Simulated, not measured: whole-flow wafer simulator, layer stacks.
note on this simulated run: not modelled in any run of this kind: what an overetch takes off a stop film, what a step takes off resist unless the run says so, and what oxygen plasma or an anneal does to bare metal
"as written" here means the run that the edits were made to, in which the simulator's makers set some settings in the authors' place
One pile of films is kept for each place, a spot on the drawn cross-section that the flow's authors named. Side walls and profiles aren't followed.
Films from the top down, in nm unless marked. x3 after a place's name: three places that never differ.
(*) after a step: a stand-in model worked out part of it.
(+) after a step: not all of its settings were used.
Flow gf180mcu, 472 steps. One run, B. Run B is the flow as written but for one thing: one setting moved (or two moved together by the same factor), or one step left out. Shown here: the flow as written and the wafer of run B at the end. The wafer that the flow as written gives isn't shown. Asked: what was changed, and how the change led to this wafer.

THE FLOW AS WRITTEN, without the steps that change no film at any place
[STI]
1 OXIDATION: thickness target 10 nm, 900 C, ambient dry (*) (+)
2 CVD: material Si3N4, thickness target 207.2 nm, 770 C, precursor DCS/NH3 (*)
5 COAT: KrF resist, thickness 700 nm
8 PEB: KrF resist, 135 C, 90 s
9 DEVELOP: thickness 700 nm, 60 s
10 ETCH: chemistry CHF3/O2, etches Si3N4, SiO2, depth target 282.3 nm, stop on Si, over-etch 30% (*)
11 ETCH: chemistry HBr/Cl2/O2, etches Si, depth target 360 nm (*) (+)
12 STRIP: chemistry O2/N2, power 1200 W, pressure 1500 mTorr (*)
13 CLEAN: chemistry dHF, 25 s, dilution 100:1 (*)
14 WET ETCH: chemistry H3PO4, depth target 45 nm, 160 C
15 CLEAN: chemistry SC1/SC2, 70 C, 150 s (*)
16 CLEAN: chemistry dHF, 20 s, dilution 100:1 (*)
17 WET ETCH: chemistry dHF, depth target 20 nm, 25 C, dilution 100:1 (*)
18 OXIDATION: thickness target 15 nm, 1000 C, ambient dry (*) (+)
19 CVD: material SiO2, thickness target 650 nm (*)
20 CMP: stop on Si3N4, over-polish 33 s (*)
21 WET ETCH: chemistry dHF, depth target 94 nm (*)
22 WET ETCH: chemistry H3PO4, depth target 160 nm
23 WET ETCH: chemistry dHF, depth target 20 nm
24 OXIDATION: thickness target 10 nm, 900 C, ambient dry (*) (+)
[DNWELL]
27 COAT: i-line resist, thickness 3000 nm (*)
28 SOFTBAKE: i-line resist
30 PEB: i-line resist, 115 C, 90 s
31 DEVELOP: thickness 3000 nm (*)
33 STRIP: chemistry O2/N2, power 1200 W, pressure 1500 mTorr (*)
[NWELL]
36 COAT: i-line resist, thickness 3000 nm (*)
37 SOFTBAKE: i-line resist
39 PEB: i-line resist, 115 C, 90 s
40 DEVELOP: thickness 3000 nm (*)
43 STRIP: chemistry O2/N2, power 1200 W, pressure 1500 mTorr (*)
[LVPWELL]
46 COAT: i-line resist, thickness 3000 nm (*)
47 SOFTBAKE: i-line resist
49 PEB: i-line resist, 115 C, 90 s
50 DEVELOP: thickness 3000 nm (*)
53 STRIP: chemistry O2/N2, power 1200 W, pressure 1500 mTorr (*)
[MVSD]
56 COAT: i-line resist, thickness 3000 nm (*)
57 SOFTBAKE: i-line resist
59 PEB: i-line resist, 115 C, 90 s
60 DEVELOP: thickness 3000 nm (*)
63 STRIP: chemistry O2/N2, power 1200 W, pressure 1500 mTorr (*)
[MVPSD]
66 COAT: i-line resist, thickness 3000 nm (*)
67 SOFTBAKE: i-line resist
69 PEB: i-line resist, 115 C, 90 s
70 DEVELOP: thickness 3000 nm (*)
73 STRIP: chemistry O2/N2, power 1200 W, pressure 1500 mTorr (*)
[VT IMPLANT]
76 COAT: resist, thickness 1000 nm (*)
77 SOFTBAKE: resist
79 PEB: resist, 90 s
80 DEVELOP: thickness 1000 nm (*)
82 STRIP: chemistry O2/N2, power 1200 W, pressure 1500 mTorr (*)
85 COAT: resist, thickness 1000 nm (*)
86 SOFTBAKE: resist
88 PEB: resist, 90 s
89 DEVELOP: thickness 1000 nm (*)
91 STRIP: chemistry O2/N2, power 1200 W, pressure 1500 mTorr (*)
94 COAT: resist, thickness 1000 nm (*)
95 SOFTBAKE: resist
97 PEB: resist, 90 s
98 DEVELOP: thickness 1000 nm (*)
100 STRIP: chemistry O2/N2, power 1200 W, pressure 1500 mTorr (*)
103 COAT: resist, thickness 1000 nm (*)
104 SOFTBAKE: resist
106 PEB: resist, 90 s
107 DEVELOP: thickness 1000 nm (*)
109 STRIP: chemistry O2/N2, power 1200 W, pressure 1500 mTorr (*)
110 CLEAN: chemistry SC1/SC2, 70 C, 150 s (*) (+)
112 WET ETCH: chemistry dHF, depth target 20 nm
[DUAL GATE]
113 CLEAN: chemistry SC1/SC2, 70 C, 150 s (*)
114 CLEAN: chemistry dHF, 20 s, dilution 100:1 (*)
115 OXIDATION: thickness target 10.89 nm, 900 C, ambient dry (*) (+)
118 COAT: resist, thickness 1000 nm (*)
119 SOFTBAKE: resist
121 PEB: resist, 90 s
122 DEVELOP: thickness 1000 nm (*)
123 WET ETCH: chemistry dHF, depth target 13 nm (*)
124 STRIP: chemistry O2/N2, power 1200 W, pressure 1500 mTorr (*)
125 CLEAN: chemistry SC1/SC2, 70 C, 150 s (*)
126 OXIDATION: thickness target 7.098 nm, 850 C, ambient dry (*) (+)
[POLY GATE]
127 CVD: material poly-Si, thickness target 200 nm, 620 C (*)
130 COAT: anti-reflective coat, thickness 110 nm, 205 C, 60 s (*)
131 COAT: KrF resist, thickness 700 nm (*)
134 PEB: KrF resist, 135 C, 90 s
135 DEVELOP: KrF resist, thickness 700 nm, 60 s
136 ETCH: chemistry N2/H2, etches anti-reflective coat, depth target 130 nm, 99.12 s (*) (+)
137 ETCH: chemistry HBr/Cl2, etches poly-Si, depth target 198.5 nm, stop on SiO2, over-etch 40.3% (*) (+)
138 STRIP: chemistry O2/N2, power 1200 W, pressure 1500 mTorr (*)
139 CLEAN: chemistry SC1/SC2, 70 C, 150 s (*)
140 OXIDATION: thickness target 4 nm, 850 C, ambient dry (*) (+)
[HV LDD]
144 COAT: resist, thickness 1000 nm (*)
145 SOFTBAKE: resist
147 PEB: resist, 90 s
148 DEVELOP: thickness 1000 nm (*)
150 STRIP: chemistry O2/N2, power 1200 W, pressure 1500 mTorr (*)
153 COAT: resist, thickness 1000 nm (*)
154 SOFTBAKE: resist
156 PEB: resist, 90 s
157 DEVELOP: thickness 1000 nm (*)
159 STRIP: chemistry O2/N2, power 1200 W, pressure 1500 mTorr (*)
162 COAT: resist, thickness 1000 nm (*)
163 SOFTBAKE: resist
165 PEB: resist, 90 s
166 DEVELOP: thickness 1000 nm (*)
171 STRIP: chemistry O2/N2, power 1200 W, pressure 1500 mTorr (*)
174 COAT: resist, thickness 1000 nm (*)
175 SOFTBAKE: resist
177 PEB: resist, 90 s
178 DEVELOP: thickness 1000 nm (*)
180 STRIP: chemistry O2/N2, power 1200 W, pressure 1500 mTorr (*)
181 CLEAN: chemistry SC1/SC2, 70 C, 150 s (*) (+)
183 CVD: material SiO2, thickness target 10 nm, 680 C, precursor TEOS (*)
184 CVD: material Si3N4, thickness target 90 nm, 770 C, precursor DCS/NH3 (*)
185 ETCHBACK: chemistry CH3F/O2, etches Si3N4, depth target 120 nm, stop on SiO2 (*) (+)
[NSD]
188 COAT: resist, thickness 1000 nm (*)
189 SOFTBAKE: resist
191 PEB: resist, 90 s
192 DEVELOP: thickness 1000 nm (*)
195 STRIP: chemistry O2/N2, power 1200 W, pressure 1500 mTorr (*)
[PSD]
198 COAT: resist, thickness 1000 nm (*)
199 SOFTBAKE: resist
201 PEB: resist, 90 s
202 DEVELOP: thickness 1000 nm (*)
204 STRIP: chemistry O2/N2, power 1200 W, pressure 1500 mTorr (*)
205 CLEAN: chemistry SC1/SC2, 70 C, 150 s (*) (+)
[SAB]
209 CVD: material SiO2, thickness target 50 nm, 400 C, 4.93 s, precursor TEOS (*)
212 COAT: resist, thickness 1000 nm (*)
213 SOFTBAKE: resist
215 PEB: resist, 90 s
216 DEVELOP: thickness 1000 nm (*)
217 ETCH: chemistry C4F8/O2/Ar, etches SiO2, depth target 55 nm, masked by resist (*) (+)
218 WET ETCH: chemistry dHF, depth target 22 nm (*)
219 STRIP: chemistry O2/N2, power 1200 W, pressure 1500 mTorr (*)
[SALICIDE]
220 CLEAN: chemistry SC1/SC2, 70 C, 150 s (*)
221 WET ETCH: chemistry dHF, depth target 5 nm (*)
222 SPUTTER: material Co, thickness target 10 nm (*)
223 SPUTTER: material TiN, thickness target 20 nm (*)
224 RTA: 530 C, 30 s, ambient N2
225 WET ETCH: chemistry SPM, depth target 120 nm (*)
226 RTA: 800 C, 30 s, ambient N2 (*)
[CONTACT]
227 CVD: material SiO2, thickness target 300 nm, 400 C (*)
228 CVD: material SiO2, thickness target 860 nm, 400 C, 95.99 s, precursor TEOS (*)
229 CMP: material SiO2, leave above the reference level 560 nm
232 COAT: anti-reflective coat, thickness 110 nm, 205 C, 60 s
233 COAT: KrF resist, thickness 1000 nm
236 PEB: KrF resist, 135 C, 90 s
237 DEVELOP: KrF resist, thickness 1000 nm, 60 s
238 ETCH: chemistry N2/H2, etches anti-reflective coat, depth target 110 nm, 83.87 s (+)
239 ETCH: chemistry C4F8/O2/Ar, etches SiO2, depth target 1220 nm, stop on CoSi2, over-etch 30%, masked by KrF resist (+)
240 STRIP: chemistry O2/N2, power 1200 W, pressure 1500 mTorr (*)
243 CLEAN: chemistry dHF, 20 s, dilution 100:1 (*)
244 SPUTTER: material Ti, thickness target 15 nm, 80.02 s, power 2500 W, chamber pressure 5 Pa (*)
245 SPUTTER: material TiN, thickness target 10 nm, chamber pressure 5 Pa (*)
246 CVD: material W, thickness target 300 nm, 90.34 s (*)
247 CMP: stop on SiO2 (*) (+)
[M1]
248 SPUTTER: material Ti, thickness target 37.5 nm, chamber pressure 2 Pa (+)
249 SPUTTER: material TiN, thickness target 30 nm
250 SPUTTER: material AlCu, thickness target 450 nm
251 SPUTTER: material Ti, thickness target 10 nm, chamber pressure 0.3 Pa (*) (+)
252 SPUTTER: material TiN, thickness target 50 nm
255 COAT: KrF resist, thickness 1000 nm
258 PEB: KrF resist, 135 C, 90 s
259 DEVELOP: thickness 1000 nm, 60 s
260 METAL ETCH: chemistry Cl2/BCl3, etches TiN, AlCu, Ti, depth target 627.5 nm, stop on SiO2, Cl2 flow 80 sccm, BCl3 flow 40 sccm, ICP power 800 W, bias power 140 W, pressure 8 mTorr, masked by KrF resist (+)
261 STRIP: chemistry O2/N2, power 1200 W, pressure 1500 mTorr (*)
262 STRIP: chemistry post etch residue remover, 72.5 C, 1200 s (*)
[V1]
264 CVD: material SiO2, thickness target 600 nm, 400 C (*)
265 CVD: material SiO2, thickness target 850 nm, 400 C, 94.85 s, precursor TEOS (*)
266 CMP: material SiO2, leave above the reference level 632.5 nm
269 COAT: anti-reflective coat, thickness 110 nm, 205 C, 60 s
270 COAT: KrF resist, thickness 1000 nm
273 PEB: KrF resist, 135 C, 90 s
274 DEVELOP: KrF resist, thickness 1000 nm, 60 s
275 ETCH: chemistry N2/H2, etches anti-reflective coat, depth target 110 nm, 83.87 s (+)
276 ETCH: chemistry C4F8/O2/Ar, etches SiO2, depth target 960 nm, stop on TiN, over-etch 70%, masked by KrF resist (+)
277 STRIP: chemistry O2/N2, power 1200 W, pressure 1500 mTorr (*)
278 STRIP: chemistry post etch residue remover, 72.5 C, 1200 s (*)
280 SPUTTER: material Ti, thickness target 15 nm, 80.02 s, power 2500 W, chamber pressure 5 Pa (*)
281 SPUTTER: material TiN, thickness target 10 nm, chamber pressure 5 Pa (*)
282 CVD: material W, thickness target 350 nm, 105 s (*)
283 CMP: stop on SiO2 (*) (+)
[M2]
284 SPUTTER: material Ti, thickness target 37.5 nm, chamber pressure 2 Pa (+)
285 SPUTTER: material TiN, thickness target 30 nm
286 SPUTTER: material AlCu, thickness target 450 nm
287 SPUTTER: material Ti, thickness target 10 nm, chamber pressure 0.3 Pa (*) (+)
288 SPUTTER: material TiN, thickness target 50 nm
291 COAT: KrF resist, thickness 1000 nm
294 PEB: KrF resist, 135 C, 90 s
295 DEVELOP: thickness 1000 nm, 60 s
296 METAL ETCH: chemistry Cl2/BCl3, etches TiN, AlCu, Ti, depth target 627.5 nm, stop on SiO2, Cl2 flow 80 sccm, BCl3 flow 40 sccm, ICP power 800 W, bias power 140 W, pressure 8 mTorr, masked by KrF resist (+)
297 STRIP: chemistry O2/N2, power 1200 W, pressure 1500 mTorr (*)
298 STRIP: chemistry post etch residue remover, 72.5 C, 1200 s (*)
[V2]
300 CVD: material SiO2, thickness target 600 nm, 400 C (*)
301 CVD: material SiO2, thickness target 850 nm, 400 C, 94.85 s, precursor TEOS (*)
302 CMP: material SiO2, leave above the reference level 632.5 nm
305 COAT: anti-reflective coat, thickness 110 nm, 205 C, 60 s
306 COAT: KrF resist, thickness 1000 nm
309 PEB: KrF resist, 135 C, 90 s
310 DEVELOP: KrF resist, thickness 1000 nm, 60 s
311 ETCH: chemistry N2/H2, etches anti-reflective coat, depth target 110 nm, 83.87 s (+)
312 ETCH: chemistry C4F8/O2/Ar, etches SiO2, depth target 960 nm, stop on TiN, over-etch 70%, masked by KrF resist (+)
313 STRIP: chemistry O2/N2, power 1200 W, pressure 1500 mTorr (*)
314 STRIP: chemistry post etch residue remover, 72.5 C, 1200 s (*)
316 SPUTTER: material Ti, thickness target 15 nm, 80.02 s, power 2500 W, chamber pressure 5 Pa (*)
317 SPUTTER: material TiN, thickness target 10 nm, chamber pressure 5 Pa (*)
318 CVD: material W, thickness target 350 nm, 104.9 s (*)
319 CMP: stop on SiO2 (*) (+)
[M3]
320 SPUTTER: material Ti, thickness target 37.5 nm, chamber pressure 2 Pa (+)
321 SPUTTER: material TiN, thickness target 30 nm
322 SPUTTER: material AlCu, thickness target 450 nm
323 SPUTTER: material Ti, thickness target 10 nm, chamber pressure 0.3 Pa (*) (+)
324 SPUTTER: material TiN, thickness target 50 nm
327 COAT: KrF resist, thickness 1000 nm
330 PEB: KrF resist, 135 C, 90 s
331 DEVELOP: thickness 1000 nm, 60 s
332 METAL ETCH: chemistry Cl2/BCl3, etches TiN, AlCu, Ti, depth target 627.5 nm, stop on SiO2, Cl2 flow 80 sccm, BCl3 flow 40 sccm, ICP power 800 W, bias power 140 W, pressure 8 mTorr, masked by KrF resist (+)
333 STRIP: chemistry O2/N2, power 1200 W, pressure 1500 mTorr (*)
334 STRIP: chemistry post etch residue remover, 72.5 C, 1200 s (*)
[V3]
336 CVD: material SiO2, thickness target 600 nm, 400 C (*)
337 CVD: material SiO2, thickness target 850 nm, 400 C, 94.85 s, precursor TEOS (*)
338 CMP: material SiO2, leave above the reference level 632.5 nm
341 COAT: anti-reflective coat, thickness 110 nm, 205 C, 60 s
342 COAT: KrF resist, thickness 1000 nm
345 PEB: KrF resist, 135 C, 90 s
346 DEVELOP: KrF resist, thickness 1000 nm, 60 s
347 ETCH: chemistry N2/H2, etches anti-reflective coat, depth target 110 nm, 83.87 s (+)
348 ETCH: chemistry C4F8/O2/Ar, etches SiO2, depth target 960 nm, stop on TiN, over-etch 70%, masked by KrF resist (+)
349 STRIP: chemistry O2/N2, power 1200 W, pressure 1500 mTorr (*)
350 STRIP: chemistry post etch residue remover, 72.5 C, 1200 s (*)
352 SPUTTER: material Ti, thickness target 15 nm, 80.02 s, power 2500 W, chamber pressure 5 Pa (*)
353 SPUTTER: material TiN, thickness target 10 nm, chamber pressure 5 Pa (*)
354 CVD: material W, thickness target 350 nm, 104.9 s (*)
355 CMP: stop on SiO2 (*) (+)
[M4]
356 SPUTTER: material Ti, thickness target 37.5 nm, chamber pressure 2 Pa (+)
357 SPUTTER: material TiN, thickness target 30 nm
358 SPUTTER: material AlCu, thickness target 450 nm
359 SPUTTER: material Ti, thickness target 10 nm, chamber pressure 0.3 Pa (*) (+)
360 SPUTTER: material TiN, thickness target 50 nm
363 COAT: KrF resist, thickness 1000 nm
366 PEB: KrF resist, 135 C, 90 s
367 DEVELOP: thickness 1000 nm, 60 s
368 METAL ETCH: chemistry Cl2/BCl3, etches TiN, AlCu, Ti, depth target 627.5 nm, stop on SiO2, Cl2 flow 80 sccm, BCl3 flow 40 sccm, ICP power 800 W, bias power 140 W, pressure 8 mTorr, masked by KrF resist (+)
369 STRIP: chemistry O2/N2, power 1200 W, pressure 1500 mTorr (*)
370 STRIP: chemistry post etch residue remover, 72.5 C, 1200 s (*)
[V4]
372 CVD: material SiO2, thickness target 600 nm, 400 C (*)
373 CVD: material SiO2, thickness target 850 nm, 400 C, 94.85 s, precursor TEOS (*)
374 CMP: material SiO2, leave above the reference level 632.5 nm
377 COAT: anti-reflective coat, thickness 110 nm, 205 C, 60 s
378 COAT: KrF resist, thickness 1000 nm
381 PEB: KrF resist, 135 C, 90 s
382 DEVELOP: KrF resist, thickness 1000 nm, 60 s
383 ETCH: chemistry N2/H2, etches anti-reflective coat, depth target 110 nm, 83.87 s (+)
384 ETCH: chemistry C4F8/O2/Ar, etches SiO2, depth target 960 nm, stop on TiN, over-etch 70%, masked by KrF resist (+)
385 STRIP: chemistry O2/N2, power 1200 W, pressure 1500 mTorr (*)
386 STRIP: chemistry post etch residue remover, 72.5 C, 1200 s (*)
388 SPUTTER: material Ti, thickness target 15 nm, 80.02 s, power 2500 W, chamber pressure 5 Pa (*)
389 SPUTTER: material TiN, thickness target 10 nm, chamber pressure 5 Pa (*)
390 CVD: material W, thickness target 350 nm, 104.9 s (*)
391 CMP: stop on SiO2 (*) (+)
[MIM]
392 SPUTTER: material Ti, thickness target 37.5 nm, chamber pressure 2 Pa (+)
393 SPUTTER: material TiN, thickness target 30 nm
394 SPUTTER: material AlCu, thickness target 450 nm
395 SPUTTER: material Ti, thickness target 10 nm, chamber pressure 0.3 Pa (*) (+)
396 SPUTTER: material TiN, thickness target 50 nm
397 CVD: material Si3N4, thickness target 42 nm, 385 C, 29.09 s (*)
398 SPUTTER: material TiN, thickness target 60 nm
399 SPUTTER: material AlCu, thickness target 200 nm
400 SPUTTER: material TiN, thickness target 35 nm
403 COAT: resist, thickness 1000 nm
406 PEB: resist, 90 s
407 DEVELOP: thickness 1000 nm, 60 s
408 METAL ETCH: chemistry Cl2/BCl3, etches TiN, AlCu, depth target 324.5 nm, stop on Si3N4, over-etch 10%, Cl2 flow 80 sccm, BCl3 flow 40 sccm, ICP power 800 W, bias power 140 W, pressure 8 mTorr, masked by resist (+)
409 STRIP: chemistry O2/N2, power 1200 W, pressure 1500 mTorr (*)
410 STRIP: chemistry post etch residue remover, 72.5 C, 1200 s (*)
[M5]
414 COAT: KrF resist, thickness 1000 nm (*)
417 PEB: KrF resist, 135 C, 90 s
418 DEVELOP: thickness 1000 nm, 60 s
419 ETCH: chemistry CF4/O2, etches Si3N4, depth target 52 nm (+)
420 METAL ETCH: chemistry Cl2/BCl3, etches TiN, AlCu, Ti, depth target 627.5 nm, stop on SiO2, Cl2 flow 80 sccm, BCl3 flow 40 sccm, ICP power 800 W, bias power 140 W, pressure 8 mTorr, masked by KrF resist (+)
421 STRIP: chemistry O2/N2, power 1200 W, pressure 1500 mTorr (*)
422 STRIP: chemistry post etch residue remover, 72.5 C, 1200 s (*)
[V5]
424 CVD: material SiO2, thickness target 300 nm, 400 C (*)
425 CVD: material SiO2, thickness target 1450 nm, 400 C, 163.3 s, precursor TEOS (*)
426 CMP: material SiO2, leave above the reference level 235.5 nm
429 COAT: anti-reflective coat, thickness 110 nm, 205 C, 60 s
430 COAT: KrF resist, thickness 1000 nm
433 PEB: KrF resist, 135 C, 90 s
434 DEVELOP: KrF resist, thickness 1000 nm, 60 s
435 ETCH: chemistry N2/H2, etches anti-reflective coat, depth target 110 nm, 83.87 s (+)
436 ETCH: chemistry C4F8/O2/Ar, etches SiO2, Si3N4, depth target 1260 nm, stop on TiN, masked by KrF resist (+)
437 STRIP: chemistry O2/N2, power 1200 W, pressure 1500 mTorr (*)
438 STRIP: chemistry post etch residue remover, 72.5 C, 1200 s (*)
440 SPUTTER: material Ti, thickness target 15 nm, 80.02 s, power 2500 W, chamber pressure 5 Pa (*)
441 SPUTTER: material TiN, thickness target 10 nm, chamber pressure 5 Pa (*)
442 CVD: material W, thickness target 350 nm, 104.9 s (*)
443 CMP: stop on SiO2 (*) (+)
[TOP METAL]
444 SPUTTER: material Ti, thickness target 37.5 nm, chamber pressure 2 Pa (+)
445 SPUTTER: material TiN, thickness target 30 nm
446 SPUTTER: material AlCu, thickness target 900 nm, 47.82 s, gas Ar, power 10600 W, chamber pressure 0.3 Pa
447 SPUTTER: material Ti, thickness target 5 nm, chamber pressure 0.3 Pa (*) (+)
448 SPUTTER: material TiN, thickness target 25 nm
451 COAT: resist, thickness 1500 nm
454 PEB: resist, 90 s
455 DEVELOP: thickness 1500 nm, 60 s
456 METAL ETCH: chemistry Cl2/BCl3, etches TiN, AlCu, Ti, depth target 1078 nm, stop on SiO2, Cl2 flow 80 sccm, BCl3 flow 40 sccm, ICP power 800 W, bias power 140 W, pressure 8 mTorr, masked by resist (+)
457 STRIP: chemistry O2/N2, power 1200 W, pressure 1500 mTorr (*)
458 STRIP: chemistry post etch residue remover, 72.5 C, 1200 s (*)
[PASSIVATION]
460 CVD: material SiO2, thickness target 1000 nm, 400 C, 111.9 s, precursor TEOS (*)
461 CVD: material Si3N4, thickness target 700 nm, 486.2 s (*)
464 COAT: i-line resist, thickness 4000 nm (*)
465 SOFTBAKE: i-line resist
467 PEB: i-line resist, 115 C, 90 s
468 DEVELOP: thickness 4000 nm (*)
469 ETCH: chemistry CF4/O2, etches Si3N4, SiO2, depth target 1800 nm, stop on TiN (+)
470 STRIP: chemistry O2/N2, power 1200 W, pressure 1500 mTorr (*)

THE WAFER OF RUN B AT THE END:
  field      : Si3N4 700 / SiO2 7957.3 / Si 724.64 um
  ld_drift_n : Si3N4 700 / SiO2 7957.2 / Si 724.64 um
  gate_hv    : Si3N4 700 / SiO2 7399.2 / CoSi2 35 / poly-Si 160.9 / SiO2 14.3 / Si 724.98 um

The cause: step 250, SPUTTER: thickness target 180 nm was run, where the flow has thickness target 450 nm.

How the change led to this, step by step:
  250 SPUTTER: material AlCu, thickness target 450 nm
      field, field__w1, field__w2 and 108 more: AlCu +180 (new film) (as written it would be: AlCu +450 (new film))
  260 METAL ETCH: chemistry Cl2/BCl3, etches TiN, AlCu, Ti, depth target 627.5 nm, stop on SiO2, Cl2 flow 80 sccm, BCl3 flow 40 sccm, ICP power 800 W, bias power 140 W, pressure 8 mTorr, masked by KrF resist (+)
      field, field__w1, field__w2 and 99 more: TiN -50 (all of it), Ti -10 (all of it), AlCu -180 (all of it), TiN -30 (all of it), Ti -37.5 (all of it) (as written it would be: TiN -50 (all of it), Ti -10 (all of it), AlCu -450 (all of it), TiN -30 (all of it), Ti -37.5 (all of it))
      field__w8, contact, m1 and 6 more: KrF resist -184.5 (as written it would be: KrF resist -251)
  261 STRIP: chemistry O2/N2, power 1200 W, pressure 1500 mTorr (*)
      field__w8, contact, m1 and 6 more: KrF resist -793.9 (all of it) (as written it would be: KrF resist -727.4 (all of it))
  266 CMP: material SiO2, leave above the reference level 632.5 nm
      field, field__w1, field__w2 and 99 more: SiO2 -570 (as written it would be: SiO2 -300)
